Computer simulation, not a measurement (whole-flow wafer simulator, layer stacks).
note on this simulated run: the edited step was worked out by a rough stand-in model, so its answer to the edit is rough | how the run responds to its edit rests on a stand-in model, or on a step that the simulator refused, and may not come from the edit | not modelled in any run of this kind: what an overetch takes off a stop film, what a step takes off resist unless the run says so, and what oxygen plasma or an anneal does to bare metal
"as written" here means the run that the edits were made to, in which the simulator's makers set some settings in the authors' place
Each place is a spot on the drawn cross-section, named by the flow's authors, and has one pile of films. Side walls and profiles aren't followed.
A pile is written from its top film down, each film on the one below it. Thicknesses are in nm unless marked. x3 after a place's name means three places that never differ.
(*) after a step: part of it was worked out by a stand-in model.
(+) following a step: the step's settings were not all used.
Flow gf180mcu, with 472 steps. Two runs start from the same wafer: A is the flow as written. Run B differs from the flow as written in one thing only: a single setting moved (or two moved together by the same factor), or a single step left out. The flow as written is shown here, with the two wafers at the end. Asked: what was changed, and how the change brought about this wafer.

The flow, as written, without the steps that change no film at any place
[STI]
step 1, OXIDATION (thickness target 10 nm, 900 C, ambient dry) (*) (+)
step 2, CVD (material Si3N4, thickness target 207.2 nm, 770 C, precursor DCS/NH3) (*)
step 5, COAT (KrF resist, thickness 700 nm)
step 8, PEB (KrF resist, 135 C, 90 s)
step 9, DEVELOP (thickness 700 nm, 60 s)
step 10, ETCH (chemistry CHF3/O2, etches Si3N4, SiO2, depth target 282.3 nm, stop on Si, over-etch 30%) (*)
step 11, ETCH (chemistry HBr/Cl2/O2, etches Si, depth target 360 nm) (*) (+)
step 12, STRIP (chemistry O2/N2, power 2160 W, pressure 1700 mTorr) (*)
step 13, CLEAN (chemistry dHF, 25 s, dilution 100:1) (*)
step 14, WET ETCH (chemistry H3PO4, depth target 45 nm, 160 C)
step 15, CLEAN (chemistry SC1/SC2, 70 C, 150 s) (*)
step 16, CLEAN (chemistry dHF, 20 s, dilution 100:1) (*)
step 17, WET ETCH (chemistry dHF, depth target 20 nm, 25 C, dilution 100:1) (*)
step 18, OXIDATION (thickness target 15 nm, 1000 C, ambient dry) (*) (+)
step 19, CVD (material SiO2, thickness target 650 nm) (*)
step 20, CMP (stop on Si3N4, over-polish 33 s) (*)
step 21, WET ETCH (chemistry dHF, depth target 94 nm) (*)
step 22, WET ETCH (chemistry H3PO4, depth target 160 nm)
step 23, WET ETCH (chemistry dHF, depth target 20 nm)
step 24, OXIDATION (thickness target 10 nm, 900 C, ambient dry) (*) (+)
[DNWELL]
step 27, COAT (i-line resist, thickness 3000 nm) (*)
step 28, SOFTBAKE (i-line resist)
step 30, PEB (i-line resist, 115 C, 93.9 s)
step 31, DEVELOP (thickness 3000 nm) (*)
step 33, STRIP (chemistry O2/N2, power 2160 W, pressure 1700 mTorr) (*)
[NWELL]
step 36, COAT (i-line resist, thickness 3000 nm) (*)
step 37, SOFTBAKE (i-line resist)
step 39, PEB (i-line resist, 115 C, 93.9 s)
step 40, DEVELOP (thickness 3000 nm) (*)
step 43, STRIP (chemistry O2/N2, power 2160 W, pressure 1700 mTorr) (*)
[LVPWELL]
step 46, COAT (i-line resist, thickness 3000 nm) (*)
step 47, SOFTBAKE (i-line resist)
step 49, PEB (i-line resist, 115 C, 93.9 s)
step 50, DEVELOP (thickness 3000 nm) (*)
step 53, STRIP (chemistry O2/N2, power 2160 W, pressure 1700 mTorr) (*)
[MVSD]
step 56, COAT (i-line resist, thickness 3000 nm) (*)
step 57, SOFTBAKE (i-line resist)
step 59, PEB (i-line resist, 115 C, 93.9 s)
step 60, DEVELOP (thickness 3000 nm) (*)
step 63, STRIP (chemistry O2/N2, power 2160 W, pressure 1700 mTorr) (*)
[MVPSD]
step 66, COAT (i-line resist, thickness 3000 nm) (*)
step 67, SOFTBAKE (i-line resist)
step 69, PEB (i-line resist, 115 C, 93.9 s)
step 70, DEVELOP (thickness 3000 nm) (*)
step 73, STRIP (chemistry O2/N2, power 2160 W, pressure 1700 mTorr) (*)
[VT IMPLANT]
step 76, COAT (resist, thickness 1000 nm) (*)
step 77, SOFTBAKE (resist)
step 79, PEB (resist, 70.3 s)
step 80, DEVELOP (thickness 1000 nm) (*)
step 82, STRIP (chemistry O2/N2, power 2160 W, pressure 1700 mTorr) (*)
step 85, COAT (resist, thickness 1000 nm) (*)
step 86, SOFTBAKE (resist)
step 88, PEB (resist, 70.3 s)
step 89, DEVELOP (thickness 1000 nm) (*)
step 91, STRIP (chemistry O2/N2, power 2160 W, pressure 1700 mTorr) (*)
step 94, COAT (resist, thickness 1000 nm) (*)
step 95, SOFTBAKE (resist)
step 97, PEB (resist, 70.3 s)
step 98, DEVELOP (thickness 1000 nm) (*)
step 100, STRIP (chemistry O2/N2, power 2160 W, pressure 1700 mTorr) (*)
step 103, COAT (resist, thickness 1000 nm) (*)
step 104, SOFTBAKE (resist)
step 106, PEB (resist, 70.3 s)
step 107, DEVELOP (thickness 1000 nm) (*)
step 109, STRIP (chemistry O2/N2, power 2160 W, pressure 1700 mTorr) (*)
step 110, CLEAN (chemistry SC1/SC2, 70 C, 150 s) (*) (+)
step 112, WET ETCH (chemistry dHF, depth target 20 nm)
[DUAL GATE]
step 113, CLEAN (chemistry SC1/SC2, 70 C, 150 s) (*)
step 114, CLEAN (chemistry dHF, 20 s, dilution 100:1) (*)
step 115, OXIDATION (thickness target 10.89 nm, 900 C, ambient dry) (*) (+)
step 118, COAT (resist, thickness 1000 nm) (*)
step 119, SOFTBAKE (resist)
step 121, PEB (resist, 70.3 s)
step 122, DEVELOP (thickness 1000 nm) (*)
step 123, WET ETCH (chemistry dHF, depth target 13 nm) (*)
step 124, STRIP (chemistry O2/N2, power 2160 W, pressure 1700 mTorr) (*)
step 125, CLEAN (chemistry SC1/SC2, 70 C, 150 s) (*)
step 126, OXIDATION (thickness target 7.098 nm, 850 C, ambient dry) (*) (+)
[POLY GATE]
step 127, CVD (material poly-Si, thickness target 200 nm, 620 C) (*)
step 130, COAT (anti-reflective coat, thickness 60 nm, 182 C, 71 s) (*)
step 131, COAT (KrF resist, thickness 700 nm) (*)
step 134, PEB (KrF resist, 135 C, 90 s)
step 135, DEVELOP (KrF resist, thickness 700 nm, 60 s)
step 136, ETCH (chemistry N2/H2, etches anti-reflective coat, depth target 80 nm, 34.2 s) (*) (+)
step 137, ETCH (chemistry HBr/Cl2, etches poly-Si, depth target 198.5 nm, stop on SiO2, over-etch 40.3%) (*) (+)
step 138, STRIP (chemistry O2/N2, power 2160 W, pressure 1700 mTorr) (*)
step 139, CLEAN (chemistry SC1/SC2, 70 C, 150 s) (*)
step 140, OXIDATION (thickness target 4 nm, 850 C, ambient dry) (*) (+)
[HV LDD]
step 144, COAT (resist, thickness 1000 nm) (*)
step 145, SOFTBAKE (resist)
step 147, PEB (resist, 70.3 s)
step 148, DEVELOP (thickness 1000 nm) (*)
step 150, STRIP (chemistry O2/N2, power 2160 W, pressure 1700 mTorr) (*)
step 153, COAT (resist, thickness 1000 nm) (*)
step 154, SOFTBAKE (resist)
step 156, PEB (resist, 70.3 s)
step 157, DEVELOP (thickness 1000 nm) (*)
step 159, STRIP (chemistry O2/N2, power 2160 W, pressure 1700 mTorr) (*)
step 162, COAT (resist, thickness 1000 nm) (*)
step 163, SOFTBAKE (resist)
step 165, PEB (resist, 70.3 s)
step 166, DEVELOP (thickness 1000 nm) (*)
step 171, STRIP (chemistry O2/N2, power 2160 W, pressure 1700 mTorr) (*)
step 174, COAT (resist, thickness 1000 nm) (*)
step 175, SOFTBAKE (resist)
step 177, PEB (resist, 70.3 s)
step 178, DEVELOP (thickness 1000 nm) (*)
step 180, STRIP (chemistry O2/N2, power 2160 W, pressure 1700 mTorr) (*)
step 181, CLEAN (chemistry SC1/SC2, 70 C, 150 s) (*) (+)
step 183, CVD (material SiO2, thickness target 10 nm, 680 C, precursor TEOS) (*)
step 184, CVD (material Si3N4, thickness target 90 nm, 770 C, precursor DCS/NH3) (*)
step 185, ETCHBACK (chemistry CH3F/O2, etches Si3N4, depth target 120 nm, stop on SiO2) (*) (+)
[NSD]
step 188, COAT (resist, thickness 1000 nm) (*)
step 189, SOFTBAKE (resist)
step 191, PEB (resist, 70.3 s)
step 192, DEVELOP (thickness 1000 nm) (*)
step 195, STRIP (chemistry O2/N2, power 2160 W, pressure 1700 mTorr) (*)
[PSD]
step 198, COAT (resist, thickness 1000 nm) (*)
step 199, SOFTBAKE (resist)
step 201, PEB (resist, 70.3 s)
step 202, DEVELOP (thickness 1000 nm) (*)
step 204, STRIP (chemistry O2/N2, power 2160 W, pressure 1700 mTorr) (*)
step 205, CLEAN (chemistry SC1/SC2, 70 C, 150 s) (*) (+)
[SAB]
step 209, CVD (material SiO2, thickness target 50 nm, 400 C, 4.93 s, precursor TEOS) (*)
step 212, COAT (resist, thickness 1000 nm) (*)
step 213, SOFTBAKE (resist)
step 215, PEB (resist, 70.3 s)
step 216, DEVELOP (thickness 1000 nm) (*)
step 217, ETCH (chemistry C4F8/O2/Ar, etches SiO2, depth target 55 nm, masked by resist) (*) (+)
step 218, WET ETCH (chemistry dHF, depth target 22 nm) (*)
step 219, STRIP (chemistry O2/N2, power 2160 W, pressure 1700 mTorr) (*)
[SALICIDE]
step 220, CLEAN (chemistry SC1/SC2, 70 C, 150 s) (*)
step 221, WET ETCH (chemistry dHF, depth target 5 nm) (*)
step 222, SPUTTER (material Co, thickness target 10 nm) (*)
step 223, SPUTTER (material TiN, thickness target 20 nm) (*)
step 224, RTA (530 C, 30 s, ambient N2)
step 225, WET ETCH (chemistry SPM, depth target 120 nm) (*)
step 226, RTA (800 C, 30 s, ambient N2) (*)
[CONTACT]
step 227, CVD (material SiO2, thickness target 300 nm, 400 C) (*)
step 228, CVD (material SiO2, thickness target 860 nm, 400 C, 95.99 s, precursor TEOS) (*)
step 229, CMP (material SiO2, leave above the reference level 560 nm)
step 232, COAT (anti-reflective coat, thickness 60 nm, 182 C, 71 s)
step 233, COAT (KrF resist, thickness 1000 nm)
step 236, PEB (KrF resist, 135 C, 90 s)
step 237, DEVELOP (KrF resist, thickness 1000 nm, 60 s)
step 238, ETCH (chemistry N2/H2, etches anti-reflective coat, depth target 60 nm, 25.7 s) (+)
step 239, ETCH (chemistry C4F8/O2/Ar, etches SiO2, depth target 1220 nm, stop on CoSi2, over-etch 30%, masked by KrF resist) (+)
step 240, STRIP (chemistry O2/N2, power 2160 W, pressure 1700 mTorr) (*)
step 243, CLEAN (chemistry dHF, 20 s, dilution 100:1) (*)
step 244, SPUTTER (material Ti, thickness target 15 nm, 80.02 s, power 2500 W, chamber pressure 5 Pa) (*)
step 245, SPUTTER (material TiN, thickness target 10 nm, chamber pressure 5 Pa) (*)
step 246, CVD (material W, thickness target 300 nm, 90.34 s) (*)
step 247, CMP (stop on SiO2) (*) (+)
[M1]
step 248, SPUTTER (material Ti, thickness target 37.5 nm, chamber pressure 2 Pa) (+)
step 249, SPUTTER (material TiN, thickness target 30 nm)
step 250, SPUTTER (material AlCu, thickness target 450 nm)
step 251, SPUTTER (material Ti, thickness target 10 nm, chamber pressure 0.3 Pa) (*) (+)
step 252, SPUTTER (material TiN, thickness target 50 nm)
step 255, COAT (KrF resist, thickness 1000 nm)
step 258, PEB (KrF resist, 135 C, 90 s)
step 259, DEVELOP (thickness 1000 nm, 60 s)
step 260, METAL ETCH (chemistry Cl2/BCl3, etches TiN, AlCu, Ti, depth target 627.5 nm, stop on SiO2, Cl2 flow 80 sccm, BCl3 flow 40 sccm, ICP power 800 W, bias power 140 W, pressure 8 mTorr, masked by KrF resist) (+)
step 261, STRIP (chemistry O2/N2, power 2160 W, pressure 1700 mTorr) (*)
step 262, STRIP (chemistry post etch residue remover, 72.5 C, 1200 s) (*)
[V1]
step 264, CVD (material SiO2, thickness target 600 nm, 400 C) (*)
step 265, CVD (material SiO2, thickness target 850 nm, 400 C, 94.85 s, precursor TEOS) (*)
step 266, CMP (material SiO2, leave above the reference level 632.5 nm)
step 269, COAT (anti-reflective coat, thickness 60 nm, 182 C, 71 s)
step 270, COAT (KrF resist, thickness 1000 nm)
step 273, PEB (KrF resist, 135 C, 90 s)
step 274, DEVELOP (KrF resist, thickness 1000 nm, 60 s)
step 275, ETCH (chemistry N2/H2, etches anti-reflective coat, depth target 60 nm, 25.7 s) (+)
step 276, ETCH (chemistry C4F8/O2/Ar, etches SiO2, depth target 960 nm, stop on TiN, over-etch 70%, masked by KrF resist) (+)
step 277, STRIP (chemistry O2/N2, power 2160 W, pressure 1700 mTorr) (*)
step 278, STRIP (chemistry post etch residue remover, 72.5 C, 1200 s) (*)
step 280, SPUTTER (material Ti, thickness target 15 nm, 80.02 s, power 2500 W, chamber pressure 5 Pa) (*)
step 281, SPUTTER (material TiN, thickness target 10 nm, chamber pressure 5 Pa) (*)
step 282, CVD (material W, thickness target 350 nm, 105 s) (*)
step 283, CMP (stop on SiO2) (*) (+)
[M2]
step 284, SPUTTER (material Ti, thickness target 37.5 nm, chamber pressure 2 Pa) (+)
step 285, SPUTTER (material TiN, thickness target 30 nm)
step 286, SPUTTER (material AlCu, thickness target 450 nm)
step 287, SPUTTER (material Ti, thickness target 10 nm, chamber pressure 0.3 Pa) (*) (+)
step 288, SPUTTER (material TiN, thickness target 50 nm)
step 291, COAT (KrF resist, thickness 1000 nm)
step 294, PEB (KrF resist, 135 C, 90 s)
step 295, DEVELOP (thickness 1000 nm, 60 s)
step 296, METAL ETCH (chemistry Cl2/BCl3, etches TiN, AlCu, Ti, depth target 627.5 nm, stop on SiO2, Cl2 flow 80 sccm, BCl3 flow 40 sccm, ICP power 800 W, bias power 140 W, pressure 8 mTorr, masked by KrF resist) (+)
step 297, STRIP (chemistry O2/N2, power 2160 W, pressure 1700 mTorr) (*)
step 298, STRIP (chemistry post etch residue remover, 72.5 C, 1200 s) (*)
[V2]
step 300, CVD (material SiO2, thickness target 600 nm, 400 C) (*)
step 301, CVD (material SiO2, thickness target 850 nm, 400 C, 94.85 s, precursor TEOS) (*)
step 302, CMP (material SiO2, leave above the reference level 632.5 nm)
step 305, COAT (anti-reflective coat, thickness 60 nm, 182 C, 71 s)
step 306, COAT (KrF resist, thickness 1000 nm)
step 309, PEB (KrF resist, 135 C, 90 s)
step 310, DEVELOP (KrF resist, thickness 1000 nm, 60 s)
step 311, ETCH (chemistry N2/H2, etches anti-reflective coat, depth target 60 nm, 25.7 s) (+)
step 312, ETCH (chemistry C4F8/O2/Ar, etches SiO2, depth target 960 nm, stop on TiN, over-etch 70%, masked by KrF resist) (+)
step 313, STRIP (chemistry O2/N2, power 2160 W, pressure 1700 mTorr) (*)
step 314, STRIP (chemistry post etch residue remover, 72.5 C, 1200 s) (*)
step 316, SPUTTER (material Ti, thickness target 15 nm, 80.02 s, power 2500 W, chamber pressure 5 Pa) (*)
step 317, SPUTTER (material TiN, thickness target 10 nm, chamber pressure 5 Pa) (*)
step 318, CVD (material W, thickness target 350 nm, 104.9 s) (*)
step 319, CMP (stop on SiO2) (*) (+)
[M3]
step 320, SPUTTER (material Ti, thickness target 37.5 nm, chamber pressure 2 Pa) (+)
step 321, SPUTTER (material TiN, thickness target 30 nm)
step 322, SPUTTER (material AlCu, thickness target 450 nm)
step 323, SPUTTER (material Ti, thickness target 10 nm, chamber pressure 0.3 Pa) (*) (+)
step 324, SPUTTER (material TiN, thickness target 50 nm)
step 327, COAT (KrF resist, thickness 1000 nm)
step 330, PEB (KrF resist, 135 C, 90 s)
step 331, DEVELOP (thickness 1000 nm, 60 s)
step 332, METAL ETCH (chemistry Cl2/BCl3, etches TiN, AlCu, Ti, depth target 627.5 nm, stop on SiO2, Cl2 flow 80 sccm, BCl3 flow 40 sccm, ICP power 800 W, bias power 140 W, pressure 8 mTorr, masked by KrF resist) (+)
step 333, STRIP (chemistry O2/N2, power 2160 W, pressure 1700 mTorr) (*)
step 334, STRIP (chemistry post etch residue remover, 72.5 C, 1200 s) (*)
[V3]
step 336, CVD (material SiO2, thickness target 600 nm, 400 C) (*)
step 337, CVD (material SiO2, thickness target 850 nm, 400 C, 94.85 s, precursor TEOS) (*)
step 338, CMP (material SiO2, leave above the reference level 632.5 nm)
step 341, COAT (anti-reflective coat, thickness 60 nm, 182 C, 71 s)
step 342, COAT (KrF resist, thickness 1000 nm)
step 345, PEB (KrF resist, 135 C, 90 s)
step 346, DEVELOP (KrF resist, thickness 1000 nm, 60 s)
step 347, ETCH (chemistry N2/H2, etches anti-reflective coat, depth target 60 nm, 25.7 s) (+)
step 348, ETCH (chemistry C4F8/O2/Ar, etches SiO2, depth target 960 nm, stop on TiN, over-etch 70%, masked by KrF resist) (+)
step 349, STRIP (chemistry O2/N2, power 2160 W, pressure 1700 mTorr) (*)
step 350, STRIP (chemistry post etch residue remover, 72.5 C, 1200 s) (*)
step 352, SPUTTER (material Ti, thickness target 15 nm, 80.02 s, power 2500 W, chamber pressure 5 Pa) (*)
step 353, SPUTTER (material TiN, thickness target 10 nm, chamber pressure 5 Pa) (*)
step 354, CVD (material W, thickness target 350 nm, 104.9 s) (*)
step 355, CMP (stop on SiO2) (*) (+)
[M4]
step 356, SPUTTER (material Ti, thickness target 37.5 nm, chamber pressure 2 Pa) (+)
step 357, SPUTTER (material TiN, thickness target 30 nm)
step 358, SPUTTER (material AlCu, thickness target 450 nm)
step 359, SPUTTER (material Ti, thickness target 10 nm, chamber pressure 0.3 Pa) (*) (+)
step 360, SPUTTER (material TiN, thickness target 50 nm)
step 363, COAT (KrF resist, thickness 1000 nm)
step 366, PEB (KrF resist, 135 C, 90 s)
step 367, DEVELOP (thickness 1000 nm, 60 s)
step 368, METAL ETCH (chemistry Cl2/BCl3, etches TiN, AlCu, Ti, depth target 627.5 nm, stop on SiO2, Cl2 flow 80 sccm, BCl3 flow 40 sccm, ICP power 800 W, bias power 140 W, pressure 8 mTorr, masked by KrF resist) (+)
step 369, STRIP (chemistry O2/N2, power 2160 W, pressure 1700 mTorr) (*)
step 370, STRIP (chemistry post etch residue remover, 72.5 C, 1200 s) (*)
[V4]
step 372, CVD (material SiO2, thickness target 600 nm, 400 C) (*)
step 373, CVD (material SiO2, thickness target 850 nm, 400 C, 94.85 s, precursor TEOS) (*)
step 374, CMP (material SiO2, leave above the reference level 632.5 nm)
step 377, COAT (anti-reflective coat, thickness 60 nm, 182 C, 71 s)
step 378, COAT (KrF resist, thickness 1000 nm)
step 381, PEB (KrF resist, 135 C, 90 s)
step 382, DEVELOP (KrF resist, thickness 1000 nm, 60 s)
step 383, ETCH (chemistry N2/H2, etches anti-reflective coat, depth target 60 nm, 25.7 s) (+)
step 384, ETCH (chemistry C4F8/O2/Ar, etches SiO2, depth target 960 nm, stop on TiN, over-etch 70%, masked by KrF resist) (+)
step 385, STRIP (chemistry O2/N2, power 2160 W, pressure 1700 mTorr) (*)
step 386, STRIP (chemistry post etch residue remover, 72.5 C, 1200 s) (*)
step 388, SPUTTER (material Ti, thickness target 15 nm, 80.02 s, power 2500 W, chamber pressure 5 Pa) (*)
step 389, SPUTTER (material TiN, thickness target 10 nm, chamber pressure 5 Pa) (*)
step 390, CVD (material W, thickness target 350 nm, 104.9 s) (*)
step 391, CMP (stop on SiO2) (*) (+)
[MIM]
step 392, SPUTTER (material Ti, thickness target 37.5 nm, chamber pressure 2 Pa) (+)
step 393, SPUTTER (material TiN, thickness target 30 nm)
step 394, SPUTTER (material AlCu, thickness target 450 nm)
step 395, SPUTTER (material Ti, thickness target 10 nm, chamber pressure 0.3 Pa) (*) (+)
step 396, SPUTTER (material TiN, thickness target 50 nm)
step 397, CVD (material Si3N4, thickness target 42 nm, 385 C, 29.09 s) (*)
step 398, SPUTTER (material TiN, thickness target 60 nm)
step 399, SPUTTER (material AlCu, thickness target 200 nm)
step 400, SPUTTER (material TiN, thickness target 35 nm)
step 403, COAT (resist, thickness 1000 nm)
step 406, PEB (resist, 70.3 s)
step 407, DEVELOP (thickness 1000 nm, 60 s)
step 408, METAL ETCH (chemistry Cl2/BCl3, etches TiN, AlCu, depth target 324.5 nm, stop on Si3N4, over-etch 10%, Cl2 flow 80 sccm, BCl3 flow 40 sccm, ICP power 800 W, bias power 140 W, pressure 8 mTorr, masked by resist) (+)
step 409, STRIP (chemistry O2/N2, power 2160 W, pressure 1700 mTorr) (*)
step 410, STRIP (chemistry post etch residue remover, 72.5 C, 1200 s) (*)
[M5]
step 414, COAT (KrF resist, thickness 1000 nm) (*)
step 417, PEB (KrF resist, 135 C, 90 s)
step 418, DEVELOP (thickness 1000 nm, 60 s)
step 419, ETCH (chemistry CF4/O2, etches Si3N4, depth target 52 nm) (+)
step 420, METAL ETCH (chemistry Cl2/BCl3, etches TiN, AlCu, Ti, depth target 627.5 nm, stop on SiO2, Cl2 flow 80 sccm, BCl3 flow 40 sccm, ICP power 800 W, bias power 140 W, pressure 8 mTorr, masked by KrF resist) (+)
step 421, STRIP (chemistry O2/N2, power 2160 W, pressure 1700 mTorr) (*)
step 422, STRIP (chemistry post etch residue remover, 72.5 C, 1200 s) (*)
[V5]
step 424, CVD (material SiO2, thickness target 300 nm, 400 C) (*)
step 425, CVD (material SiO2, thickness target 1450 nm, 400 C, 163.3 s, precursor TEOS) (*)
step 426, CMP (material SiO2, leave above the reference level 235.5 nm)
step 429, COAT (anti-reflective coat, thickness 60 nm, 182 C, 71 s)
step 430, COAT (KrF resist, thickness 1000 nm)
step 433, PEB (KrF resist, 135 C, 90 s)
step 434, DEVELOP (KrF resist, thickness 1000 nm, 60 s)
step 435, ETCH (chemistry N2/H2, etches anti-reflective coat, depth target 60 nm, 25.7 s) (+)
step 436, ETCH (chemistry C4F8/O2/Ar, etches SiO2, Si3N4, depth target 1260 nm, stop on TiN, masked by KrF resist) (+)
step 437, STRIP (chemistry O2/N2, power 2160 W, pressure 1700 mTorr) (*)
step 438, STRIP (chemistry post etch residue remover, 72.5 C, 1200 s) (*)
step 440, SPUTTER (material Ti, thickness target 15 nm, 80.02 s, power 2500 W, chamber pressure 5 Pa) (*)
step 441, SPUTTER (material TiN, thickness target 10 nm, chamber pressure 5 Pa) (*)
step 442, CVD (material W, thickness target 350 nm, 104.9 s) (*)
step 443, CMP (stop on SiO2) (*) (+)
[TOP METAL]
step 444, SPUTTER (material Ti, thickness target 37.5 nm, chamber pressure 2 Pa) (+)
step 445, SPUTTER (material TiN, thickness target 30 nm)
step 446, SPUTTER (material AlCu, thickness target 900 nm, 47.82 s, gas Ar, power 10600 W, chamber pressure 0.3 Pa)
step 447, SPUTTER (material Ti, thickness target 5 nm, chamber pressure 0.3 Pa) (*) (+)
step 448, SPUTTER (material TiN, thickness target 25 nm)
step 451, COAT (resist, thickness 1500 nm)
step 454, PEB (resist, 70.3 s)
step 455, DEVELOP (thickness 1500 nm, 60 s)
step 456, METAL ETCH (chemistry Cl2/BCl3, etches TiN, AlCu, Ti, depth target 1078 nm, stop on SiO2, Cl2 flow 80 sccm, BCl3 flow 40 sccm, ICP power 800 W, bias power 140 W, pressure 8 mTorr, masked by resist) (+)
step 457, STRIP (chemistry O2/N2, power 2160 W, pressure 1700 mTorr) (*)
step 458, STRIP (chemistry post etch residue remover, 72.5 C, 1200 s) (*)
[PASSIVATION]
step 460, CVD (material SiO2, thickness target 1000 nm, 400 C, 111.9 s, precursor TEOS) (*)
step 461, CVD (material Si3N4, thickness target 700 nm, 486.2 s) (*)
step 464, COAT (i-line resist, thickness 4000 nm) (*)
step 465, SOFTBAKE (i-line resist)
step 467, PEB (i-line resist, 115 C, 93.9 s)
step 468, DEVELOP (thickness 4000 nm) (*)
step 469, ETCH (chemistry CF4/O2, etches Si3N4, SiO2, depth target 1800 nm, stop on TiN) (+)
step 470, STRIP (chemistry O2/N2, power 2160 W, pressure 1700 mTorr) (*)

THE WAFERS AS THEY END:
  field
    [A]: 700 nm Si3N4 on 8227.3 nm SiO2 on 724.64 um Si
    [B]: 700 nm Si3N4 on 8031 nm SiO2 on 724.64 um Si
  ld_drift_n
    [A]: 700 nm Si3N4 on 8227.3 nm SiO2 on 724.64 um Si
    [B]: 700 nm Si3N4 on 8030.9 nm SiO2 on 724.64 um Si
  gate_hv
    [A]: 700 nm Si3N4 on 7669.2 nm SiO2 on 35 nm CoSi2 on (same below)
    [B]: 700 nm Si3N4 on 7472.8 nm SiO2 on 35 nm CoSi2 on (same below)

What caused this: step 460, CVD: thickness target 800 nm was run, though the flow has thickness target 1000 nm; step 460, CVD: 89.56 s was run, where the flow has 111.9 s.

The path from the change to this, step by step:
  step 460, CVD (material SiO2, thickness target 1000 nm, 400 C, 111.9 s, precursor TEOS) (*)
      field, field__w1, field__w2 and 103 more: A SiO2 gains 1000 | B SiO2 gains 803.7
      field__w8, contact, m1, m1__w1, pad, m1_nw: A SiO2 gains 1000 (new film) | B SiO2 gains 803.7 (new film)
  step 465, SOFTBAKE (i-line resist)
      gate: A i-line resist gains 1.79 | B i-line resist loses 0.33
      ld_acc_p, ld_fp_p, ld_drift_p: A i-line resist gains 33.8 | B i-line resist gains 27
      (also at 57 further places)
  step 469, ETCH (chemistry CF4/O2, etches Si3N4, SiO2, depth target 1800 nm, stop on TiN) (+)
      pad: A Si3N4 loses 700 (all of it), SiO2 loses 1000 (all of it) | B Si3N4 loses 700 (all of it), SiO2 loses 803.7 (all of it)
